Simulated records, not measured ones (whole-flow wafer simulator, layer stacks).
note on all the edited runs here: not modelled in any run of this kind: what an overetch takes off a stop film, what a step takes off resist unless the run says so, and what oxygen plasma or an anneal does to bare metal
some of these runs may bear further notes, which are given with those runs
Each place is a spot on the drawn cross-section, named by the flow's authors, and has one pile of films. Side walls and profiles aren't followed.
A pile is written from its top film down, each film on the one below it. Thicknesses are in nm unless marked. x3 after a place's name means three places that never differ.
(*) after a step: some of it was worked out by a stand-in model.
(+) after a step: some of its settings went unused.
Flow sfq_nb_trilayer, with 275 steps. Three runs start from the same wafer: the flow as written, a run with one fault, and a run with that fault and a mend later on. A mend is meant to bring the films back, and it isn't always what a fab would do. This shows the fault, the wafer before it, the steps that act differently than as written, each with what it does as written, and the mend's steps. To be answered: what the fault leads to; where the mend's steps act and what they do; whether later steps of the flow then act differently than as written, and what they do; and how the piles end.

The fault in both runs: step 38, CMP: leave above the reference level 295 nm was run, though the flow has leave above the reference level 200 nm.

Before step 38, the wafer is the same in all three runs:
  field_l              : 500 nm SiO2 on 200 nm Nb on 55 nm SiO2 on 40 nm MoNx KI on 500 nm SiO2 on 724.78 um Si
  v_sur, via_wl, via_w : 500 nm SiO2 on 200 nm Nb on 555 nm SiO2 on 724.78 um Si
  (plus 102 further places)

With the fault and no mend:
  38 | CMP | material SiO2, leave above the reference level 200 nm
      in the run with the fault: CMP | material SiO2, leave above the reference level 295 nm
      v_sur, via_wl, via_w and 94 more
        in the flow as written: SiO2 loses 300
        in the run with the fault: SiO2 loses 205
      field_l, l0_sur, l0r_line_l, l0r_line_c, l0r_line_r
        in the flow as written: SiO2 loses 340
        in the run with the fault: SiO2 loses 245
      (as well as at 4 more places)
  Steps further on in the flow that do not act as written (not shown: 4 more steps that differ only slightly, by at most 2% or 0.5 nm, whichever is larger):
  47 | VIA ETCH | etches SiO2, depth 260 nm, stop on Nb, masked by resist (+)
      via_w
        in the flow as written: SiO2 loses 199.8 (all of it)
        in the run with the fault: SiO2 loses 260
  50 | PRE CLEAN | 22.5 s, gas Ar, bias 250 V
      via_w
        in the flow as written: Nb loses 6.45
        in the run with the fault: SiO2 loses 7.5
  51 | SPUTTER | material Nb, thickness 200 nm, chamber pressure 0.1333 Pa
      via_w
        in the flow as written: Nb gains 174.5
        in the run with the fault: Nb gains 163.1 (new film)
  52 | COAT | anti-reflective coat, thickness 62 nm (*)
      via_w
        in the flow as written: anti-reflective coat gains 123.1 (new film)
        in the run with the fault: anti-reflective coat gains 136.1 (new film)
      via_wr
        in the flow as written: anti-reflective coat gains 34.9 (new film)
        in the run with the fault: anti-reflective coat gains 33.2 (new film)
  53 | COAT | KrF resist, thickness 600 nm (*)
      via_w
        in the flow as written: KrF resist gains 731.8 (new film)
        in the run with the fault: KrF resist gains 781.6 (new film)
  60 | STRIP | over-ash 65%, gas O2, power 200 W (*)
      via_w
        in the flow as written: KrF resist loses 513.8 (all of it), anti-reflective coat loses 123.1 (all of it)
        in the run with the fault: KrF resist loses 563.6 (all of it), anti-reflective coat loses 136.1 (all of it)
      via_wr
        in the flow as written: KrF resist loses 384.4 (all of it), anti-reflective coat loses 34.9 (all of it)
        in the run with the fault: KrF resist loses 378.6 (all of it), anti-reflective coat loses 33.2 (all of it)
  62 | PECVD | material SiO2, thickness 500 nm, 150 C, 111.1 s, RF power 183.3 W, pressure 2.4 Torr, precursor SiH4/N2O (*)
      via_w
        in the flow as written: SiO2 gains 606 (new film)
        in the run with the fault: SiO2 gains 678.7 (new film)
  At field_l, v_sur, via_wl and 103 more, the piles at the end differ from the flow's by more than 2% or 0.5 nm, whichever is larger.
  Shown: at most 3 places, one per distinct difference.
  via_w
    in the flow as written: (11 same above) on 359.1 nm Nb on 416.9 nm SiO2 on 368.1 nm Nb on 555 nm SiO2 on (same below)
    in the run with the fault: (11 same above) on 359.1 nm Nb on 489.6 nm SiO2 on 163.1 nm Nb on 27.3 nm SiO2 on 200 nm Nb on 555 nm SiO2 on (same below)
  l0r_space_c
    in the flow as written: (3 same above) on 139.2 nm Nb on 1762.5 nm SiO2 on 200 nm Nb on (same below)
    in the run with the fault: (3 same above) on 139.2 nm Nb on 1857.5 nm SiO2 on 200 nm Nb on (same below)
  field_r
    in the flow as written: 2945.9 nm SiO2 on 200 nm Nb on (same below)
    in the run with the fault: 3040.9 nm SiO2 on 200 nm Nb on (same below)

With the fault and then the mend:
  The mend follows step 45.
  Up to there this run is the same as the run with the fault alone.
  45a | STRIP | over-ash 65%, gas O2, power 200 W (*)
      field_l, v_sur, via_wl and 102 more
        KrF resist loses 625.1 (all of it), anti-reflective coat loses 62 (all of it)
      via_w
        anti-reflective coat loses 62 (all of it)
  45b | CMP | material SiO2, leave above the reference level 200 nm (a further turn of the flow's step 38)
      field_l, v_sur, via_wl and 103 more
        SiO2 loses 95
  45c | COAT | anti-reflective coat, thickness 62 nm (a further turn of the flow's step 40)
      field_l, v_sur, via_wl and 103 more
        anti-reflective coat gains 62 (new film)
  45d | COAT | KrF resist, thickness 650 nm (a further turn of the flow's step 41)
      field_l, v_sur, via_wl and 103 more
        KrF resist gains 650 (new film)
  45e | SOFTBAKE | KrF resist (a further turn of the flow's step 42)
      alters no film at any place that is followed
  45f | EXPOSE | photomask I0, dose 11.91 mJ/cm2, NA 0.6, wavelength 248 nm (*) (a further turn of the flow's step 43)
      alters no film at any place that is followed
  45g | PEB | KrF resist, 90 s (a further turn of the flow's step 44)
      field_l, v_sur, via_wl and 103 more
        KrF resist loses 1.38
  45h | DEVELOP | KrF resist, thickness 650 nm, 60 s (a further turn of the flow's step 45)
      field_l, v_sur, via_wl and 102 more
        KrF resist loses 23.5
      via_w
        KrF resist loses 648.6 (all of it)
  Every later step of the flow that is run acts as written at every place that is followed.
  At every place that both follow, the piles at the end match the flow's.
